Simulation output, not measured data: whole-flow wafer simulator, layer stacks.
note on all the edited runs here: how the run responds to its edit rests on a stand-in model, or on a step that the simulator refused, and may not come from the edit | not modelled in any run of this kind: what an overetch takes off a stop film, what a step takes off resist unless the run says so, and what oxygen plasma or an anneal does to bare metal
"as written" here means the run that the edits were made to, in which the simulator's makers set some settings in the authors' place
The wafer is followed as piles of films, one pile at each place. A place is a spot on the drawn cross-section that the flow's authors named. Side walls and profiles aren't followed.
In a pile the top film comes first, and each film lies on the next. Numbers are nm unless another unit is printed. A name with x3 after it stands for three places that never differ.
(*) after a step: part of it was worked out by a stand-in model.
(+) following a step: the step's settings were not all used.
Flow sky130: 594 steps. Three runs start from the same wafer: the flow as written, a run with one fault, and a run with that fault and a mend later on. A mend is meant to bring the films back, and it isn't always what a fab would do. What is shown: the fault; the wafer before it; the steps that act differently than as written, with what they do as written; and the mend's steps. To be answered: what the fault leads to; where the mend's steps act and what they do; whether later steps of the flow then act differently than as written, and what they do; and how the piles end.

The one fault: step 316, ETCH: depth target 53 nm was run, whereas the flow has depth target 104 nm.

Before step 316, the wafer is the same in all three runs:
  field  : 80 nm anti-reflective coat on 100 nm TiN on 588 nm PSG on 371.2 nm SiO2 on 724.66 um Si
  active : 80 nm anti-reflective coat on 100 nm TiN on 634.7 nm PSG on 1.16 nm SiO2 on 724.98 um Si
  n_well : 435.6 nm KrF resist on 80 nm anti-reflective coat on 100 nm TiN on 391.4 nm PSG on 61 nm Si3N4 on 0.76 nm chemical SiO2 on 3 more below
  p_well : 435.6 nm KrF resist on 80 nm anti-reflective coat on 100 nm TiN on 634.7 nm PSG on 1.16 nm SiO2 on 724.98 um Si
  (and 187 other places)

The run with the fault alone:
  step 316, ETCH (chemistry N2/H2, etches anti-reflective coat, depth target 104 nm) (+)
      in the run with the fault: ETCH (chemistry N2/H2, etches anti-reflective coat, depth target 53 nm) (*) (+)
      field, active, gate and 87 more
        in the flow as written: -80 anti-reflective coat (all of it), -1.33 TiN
        in the run with the fault: -53 anti-reflective coat
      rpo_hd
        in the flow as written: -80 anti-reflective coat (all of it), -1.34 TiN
        in the run with the fault: -53 anti-reflective coat
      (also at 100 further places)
  Steps later in the flow that act otherwise than as written (11 other steps are not shown; they differ only slightly, by no more than 2% or 0.5 nm, whichever is larger):
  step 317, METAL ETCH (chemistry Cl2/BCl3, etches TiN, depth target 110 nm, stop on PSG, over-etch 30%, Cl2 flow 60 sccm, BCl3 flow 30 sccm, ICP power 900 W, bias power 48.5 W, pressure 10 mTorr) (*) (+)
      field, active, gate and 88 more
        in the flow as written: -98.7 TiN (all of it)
        in the run with the fault: -27 anti-reflective coat (all of it), -71.6 TiN
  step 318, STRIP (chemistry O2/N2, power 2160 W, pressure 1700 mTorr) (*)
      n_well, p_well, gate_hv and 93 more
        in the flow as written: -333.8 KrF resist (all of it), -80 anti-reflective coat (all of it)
        in the run with the fault: -362.2 KrF resist (all of it), -80 anti-reflective coat (all of it)
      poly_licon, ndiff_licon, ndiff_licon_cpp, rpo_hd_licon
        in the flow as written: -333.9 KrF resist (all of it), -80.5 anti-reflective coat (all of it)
        in the run with the fault: -362.2 KrF resist (all of it), -80.5 anti-reflective coat (all of it)
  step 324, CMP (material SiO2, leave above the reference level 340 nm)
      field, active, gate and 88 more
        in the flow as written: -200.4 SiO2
        in the run with the fault: -228.4 SiO2
  The piles end different from the flow's at field, active, gate and 90 more by more than 2% or 0.5 nm, whichever is larger.
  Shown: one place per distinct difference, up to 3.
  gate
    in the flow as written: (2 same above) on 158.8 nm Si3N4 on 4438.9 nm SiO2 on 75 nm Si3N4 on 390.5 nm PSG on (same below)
    in the run with the fault: (2 same above) on 158.8 nm Si3N4 on 4410.9 nm SiO2 on 75 nm Si3N4 on 28 nm TiN on 390.5 nm PSG on (same below)
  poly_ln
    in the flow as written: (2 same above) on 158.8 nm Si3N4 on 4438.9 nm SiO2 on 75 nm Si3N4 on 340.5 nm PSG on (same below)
    in the run with the fault: (2 same above) on 158.8 nm Si3N4 on 4410.9 nm SiO2 on 75 nm Si3N4 on 28 nm TiN on 340.5 nm PSG on (same below)
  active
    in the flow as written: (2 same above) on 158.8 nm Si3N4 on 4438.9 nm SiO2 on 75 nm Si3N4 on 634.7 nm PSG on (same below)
    in the run with the fault: (2 same above) on 158.8 nm Si3N4 on 4410.9 nm SiO2 on 75 nm Si3N4 on 28 nm TiN on 634.7 nm PSG on (same below)

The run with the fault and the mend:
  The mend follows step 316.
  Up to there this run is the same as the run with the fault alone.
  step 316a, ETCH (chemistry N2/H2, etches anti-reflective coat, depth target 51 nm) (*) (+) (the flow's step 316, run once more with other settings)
      n_well, p_well, gate_hv and 97 more
        -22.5 KrF resist
      field, active, gate and 88 more
        -27 anti-reflective coat (all of it), -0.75 TiN
  Every later step of the flow that is run acts as written, at every place that is followed, to within 2% or 0.5 nm, whichever is larger.
  The piles end the same as the flow's at every place that both follow.
